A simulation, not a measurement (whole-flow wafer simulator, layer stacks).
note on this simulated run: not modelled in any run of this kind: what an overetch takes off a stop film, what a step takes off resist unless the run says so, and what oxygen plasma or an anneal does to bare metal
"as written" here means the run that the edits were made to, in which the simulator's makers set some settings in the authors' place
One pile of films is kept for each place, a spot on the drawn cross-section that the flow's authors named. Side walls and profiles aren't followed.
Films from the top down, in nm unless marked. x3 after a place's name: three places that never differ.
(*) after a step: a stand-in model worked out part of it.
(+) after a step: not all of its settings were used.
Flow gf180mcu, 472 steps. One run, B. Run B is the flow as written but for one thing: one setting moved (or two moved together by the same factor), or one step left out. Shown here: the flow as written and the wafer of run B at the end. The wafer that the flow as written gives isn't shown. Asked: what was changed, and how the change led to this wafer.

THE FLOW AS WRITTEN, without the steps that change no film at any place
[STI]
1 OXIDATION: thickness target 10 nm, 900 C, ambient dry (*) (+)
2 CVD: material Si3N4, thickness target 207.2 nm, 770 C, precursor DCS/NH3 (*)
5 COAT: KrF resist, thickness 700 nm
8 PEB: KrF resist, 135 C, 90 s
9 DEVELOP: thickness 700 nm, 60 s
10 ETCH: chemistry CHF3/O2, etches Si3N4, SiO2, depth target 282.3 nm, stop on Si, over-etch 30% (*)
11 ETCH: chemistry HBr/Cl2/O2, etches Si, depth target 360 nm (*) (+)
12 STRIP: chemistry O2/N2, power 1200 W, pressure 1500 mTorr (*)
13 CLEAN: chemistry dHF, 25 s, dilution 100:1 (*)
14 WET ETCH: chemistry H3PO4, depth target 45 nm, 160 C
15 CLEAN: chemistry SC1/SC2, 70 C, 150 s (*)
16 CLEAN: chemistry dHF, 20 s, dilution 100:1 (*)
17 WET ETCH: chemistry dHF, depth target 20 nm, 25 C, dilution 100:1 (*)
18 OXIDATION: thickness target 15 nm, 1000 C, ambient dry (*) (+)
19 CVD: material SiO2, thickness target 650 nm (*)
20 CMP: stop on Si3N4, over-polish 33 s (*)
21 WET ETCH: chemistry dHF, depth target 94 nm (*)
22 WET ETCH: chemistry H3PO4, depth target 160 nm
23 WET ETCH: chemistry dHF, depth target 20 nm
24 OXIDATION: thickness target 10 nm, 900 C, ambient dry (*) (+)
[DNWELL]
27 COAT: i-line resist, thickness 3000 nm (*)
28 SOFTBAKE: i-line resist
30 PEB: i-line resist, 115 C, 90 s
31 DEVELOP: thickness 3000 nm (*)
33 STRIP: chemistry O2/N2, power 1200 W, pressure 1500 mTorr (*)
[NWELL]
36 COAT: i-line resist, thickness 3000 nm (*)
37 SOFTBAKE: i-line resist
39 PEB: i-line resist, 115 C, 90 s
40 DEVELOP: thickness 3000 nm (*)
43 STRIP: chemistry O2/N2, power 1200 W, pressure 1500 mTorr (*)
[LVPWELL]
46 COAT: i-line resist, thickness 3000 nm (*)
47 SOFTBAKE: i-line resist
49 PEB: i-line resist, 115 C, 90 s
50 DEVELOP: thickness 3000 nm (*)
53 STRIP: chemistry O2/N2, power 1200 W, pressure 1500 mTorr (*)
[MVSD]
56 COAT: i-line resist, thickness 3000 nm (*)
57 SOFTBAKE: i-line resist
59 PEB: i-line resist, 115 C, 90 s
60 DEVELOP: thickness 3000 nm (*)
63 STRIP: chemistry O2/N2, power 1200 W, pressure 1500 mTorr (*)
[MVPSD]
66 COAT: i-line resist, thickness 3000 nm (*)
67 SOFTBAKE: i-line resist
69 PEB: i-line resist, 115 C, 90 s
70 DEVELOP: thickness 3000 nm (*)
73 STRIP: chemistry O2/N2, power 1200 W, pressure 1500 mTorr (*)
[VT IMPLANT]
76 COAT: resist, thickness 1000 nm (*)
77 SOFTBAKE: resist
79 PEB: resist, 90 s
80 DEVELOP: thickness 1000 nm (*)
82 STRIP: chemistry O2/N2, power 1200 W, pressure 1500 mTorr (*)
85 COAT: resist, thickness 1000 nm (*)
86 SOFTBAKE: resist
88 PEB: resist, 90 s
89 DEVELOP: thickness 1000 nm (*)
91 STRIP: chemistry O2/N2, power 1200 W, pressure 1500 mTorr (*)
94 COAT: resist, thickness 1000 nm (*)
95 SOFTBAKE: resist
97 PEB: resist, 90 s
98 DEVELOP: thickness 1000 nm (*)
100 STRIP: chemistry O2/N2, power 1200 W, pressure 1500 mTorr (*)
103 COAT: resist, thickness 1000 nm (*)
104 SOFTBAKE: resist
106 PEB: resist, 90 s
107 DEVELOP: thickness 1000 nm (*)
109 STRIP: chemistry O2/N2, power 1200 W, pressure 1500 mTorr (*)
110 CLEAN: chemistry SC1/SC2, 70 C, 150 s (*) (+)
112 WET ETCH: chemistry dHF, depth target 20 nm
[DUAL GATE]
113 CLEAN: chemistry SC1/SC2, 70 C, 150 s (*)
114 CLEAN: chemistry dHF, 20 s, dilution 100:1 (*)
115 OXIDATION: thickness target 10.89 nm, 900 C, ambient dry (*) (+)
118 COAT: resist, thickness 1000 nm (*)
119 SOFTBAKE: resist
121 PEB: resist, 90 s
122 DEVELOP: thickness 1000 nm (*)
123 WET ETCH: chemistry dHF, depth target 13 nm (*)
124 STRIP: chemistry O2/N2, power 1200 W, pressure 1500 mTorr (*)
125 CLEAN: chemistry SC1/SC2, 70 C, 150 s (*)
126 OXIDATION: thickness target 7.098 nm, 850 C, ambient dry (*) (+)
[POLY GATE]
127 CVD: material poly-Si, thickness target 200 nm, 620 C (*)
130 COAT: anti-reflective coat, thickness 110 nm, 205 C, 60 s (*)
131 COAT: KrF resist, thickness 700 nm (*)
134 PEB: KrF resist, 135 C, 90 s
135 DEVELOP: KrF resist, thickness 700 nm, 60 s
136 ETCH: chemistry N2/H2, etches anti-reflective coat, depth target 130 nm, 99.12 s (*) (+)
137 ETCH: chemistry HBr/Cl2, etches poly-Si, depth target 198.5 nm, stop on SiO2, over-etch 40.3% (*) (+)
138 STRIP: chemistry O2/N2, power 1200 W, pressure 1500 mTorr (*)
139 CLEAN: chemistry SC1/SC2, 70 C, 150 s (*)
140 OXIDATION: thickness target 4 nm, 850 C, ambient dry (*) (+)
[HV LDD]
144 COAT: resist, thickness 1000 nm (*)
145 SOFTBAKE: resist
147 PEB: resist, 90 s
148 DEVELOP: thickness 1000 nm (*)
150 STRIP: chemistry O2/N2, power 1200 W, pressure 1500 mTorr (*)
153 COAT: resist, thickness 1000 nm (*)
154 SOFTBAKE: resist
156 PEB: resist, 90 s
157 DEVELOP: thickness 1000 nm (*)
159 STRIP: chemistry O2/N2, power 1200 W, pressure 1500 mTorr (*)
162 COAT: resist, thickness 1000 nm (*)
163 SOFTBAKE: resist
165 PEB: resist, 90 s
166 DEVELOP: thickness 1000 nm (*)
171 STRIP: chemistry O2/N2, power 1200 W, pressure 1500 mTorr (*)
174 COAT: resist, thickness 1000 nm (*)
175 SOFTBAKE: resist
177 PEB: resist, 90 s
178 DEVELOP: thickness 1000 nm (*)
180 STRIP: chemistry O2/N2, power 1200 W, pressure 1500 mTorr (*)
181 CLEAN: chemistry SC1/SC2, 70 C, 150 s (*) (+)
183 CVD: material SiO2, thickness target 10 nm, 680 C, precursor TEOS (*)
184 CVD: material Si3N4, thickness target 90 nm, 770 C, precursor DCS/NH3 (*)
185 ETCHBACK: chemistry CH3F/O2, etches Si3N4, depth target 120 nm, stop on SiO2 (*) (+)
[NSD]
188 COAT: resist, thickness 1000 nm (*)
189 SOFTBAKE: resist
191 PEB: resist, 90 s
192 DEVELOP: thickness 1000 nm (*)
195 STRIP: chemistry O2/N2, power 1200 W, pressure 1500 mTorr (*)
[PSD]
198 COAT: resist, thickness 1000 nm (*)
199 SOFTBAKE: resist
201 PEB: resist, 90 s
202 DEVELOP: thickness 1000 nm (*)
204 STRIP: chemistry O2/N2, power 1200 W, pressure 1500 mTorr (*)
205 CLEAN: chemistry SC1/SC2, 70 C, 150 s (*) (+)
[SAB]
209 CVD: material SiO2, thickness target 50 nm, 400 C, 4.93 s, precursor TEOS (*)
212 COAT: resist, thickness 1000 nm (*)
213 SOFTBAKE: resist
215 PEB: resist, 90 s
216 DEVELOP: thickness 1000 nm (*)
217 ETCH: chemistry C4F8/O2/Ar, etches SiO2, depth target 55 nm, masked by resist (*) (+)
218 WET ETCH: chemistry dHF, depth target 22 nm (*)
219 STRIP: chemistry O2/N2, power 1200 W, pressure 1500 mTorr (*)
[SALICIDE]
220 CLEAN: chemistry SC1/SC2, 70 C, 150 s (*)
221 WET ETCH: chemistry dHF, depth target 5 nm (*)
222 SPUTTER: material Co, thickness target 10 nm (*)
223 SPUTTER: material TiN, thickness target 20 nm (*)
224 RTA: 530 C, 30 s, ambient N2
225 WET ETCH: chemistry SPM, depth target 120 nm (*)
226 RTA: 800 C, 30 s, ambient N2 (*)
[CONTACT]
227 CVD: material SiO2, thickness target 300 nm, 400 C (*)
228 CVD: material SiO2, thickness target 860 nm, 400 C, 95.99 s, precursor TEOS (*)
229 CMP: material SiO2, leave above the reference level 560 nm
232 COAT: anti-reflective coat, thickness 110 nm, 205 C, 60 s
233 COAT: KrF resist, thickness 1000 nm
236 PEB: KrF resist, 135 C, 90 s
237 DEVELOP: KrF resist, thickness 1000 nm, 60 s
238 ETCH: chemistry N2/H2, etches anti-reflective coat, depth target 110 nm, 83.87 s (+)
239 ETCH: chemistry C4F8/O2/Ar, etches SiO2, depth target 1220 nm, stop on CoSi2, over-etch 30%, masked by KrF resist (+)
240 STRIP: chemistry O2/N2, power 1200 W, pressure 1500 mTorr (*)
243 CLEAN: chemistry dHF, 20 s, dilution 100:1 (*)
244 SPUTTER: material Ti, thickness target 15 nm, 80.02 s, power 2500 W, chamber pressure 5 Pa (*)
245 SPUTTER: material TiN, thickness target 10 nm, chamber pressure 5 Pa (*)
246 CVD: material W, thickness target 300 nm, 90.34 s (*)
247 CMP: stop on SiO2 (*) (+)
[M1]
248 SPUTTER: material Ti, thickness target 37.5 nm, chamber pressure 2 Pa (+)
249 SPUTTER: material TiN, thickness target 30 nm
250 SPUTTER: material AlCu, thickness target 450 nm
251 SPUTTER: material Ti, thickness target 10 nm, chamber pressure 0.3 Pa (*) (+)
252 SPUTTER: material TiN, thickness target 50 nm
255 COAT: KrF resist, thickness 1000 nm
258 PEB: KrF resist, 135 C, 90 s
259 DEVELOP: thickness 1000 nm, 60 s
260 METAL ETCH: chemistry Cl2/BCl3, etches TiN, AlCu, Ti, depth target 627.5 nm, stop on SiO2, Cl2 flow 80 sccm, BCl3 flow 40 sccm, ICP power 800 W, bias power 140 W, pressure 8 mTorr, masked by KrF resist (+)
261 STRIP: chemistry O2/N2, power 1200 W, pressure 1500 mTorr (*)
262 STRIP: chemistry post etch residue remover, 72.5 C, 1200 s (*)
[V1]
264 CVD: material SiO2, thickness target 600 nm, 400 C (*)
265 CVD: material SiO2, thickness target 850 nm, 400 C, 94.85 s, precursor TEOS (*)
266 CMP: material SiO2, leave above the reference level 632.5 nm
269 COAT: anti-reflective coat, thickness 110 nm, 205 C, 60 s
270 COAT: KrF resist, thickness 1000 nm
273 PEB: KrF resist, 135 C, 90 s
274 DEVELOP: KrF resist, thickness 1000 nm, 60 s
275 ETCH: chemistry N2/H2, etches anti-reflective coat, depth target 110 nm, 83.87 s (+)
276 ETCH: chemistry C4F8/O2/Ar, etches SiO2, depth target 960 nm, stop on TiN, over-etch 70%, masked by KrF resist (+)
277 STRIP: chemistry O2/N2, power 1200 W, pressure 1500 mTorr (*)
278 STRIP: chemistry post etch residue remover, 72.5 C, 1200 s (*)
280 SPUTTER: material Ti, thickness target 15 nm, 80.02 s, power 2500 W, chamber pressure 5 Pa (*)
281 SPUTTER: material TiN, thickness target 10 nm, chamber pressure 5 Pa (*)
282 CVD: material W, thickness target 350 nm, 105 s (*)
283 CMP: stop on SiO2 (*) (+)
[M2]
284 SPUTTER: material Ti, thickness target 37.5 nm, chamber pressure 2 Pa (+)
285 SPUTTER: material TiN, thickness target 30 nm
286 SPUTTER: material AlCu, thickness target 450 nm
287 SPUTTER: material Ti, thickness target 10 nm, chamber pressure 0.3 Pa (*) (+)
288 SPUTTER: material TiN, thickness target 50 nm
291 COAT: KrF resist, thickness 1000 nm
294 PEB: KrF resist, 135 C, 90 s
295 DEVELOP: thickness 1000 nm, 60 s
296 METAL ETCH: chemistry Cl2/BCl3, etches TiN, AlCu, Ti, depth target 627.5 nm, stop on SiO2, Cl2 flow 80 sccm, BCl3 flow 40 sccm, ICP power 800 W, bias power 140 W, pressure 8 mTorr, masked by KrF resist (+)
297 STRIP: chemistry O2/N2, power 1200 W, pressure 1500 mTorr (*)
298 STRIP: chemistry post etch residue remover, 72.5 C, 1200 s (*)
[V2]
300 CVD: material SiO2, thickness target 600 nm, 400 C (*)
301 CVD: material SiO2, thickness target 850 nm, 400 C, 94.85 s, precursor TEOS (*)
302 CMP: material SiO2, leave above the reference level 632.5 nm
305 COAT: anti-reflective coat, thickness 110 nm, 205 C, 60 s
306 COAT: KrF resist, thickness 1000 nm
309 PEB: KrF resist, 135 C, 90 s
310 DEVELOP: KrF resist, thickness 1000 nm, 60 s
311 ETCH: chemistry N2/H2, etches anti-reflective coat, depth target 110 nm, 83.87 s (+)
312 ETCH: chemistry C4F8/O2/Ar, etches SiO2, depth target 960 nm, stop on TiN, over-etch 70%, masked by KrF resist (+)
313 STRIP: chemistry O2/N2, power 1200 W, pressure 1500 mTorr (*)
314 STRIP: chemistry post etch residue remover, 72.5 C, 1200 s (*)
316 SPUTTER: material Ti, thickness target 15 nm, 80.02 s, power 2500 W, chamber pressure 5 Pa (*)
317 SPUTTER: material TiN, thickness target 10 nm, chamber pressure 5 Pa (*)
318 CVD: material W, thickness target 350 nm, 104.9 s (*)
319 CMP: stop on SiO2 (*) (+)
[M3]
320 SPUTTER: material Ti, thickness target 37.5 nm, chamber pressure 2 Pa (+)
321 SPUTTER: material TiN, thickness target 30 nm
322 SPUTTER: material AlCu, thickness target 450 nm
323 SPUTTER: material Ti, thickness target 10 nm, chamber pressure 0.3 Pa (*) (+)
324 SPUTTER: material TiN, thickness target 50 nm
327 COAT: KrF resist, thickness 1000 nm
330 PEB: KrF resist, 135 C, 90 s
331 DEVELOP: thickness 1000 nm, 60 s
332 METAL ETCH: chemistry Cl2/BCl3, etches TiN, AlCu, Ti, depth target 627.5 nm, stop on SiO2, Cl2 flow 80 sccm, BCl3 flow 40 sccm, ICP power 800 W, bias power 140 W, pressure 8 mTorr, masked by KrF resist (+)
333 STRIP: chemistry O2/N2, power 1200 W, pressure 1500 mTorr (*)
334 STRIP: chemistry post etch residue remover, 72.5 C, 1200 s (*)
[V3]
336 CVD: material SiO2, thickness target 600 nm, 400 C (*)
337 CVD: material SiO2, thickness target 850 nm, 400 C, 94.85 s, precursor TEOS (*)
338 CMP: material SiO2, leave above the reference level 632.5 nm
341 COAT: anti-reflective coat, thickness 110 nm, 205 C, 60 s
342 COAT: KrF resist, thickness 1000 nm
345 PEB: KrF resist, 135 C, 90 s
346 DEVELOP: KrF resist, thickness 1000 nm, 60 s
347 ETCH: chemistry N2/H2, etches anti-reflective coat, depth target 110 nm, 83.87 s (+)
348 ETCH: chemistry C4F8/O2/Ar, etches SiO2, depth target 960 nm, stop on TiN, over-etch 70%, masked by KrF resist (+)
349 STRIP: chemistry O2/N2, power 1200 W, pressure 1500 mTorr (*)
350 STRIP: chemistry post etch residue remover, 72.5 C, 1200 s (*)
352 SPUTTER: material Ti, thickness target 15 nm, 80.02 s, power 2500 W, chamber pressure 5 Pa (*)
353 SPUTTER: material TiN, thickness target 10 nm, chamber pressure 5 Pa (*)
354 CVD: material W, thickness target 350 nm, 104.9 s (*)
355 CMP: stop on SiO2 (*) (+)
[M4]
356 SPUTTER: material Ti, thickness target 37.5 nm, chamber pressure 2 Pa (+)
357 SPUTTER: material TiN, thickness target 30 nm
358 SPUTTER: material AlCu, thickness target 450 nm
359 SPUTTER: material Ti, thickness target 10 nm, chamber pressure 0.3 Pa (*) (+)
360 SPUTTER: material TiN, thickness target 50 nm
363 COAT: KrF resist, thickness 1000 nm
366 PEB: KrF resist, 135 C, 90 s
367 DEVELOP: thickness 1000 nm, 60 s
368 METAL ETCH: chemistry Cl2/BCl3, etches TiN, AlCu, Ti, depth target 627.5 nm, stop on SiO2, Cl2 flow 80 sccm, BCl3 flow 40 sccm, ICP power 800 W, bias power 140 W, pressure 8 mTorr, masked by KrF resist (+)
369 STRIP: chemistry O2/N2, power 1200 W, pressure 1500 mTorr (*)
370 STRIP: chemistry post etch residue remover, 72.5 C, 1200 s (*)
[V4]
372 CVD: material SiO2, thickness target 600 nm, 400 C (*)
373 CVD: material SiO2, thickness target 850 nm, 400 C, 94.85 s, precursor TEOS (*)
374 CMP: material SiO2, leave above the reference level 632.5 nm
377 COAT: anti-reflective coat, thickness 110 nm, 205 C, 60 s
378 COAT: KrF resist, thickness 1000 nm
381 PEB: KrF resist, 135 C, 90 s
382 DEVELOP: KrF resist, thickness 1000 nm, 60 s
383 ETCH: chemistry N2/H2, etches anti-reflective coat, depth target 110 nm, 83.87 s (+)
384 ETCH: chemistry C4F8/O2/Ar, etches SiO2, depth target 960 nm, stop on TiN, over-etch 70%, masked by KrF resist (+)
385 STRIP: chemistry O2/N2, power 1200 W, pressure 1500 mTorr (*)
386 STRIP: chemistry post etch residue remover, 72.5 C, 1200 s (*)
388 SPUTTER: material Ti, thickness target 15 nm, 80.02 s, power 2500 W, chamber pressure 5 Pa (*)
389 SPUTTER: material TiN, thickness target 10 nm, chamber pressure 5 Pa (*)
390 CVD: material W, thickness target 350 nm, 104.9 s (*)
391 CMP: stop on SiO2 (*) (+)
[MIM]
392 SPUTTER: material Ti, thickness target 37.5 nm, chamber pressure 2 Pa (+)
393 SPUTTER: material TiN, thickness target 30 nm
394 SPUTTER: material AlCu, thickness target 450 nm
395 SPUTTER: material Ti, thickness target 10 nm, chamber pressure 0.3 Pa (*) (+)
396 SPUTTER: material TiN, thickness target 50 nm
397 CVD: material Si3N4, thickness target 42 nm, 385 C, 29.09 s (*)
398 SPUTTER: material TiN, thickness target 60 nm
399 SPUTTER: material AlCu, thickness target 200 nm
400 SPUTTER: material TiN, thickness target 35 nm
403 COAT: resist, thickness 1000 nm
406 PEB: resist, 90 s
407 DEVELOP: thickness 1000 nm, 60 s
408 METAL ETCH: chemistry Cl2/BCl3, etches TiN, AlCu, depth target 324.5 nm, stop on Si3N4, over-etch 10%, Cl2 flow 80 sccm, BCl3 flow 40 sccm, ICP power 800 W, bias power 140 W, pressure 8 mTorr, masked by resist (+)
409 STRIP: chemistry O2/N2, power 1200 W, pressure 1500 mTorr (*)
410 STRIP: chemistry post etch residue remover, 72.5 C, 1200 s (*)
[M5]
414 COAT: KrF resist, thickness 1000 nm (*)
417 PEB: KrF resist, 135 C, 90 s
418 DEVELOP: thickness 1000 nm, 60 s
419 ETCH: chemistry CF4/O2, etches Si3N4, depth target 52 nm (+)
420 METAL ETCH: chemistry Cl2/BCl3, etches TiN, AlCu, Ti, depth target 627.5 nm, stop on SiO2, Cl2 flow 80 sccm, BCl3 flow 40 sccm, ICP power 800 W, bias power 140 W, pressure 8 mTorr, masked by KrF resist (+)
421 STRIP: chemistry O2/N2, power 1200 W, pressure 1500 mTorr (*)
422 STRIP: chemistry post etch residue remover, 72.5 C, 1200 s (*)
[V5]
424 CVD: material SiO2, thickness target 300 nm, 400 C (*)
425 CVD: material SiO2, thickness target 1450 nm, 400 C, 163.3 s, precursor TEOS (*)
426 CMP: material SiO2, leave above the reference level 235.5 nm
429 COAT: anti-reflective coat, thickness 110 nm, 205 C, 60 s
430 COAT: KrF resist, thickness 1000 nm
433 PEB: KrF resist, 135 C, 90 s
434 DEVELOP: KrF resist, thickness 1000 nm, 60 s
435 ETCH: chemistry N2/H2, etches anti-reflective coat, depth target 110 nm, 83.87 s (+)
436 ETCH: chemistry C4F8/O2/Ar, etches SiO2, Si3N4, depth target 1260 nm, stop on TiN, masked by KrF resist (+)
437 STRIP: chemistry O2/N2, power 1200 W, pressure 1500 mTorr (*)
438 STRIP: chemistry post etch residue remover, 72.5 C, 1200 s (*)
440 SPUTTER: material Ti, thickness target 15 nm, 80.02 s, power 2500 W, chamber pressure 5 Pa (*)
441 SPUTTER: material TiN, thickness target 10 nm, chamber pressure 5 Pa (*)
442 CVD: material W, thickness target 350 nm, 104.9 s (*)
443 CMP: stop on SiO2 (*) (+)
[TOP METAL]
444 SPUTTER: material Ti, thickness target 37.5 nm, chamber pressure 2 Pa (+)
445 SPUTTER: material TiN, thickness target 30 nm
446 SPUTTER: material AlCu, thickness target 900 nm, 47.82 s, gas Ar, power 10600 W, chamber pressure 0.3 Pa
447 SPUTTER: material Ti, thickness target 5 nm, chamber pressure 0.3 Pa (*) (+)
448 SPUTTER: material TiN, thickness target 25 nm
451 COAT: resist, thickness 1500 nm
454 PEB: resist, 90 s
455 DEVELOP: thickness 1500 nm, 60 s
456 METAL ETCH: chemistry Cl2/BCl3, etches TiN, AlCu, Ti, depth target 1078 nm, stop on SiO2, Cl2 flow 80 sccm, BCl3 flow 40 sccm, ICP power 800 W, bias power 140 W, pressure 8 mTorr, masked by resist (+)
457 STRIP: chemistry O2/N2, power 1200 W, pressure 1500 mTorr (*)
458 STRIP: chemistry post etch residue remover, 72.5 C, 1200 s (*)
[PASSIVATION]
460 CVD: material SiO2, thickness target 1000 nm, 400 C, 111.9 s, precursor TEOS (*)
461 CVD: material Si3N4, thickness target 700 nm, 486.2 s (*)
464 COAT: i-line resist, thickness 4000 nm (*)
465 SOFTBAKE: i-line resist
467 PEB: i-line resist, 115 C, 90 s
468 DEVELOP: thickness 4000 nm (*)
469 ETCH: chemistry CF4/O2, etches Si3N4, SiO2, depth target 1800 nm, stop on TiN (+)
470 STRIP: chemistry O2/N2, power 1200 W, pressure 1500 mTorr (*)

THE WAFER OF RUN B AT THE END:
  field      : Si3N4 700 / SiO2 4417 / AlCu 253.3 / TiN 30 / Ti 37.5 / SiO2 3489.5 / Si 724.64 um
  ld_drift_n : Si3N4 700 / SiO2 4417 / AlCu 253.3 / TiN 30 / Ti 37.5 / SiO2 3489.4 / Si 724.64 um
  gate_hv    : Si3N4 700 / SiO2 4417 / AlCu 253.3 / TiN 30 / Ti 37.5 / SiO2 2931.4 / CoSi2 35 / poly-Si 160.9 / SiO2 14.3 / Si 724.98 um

The cause: step 332, METAL ETCH: depth target 251 nm was run, where the flow has depth target 627.5 nm.

How the change led to this, step by step:
  332 METAL ETCH: chemistry Cl2/BCl3, etches TiN, AlCu, Ti, depth target 627.5 nm, stop on SiO2, Cl2 flow 80 sccm, BCl3 flow 40 sccm, ICP power 800 W, bias power 140 W, pressure 8 mTorr, masked by KrF resist (+)
      field, field__w1, field__w2 and 103 more: TiN -50 (all of it), Ti -10 (all of it), AlCu -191 (as written it would be: TiN -50 (all of it), Ti -10 (all of it), AlCu -450 (all of it), TiN -30 (all of it), Ti -37.5 (all of it))
      field__w8, contact, m1, m1__w1, m1_nw: KrF resist -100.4 (as written it would be: KrF resist -251)
  333 STRIP: chemistry O2/N2, power 1200 W, pressure 1500 mTorr (*)
      field__w8, contact, m1, m1__w1, m1_nw: KrF resist -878 (all of it) (as written it would be: KrF resist -727.4 (all of it))
  334 STRIP: chemistry post etch residue remover, 72.5 C, 1200 s (*)
      field, field__w1, field__w2 and 103 more: AlCu -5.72 (as written it would be: nothing)
  336 CVD: material SiO2, thickness target 600 nm, 400 C (*)
      field, field__w1, field__w2 and 103 more: SiO2 +600 (new film) (as written it would be: SiO2 +600)
  338 CMP: material SiO2, leave above the reference level 632.5 nm
      field, field__w1, field__w2 and 103 more: SiO2 -620.8 (as written it would be: SiO2 -300)
Counting metal films that touch as one body, field has 1 body; the flow as written gives 0 bodies.
Counting metal films that touch as one body, ld_drift_n has 1 body; the flow as written gives 0 bodies.
Counting metal films that touch as one body, gate_hv has 2 bodies (between them, from the top down: SiO2 2931.4); the flow as written gives 1 body.
